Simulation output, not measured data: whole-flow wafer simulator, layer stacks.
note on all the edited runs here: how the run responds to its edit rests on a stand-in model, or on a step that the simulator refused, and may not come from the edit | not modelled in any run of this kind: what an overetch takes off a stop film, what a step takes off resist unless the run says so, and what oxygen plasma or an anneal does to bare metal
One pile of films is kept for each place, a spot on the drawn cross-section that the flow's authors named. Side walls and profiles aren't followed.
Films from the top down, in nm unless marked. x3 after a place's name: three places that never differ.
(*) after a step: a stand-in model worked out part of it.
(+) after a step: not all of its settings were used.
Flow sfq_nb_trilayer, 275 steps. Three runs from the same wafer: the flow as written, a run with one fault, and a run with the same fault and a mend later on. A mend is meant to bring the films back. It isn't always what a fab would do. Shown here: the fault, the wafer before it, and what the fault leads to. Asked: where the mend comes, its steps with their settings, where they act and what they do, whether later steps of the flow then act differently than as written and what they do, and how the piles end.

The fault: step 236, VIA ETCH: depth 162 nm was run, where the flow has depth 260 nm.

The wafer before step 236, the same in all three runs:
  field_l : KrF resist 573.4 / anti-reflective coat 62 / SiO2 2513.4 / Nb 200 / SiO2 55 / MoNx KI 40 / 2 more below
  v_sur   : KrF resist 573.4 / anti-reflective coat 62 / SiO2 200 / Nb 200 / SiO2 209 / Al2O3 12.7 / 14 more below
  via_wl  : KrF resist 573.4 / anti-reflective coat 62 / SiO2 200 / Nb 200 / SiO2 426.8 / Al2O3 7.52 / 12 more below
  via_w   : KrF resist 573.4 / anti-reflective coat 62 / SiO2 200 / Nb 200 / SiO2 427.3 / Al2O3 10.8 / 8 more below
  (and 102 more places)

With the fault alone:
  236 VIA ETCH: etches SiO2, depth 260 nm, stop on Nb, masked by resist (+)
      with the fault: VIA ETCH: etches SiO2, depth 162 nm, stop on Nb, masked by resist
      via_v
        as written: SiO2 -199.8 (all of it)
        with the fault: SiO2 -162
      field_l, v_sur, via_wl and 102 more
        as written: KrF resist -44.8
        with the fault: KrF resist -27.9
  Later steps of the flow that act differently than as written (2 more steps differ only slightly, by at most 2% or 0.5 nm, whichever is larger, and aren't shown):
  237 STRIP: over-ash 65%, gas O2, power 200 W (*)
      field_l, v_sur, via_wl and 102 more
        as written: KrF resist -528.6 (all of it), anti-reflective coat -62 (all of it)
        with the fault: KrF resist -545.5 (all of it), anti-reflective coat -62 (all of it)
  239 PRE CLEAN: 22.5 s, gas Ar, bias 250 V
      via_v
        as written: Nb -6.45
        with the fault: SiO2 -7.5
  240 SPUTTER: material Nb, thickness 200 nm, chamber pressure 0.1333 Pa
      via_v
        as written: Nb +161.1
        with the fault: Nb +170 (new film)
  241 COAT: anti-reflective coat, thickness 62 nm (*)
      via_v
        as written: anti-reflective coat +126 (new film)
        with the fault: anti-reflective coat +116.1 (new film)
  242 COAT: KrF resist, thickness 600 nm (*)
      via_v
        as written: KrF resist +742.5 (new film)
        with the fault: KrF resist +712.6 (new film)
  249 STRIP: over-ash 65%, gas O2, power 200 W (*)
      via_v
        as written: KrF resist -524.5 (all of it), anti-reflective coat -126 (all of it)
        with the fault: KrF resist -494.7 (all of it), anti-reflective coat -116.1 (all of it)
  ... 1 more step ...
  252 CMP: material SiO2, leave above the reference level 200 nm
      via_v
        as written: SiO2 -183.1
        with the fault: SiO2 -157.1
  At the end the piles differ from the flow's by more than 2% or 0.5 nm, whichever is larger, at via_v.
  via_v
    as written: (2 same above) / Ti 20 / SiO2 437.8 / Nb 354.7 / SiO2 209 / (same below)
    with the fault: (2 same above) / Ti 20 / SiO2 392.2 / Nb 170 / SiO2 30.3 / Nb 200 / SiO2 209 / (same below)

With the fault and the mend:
  The mend comes after step 237.
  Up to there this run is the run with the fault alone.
  237a COAT: anti-reflective coat, thickness 62 nm (*) (the flow's step 229 once more)
      p4_fl x3, p4_w1 x9, p4_g1 x2 and 63 more
        anti-reflective coat +62 (new film)
      res, r_end, moat and 8 more
        anti-reflective coat +61.8 (new film)
      ce_r, sp_r, be_r, r_sur
        anti-reflective coat +61.7 (new film)
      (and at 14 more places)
  237b COAT: KrF resist, thickness 650 nm (*) (the flow's step 230 once more)
      p4_fl x3, p4_w1 x9, p4_g1 x2 and 63 more
        KrF resist +650 (new film)
      moat, field_r, lsp_l, ln_m5, lsp_m, l0_sur, l0v
        KrF resist +649.6 (new film)
      ce_r, sp_r
        KrF resist +649.2 (new film)
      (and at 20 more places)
  237c SOFTBAKE: KrF resist (the flow's step 231 once more)
      changes no film at any place that is followed
  237d EXPOSE: photomask I6, dose 11.91 mJ/cm2, NA 0.6, wavelength 248 nm (*) (the flow's step 232 once more)
      changes no film at any place that is followed
  237e PEB: KrF resist, 90 s (the flow's step 233 once more)
      c5j, ce_r, sp_r and 90 more
        KrF resist -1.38
      field_l, v_sur, via_wl and 7 more
        KrF resist -1.37
      via_wr, be
        KrF resist -1.36
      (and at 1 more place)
  237f DEVELOP: KrF resist, thickness 650 nm, 60 s (the flow's step 234 once more)
      field_l, v_sur, via_wl and 102 more
        KrF resist -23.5
      via_v
        KrF resist -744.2 (all of it)
  237g VIA ETCH: etches anti-reflective coat, depth 125 nm, masked by resist (+) (the flow's step 235 once more)
      field_l, v_sur, via_wl and 102 more
        KrF resist -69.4
      via_v
        anti-reflective coat -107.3 (all of it)
  237h VIA ETCH: etches SiO2, depth 98 nm, stop on Nb, masked by resist (+) (the flow's step 236 once more, with other settings)
      field_l, v_sur, via_wl and 102 more
        KrF resist -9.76
      via_v
        SiO2 -37.8 (all of it)
  237i STRIP: over-ash 65%, gas O2, power 200 W (*) (the flow's step 237 once more)
      p4_fl x3, p4_w1 x9, p4_g1 x2 and 63 more
        KrF resist -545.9 (all of it), anti-reflective coat -62 (all of it)
      moat, field_r, lsp_l and 6 more
        KrF resist -545.5 (all of it), anti-reflective coat -61.8 (all of it)
      ce_r, sp_r
        KrF resist -545.1 (all of it), anti-reflective coat -61.7 (all of it)
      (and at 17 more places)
  No later step of the flow acts differently than as written, at any place that is followed, by more than 2% or 0.5 nm, whichever is larger.
  At the end the piles are the same as the flow's at every place that both follow.
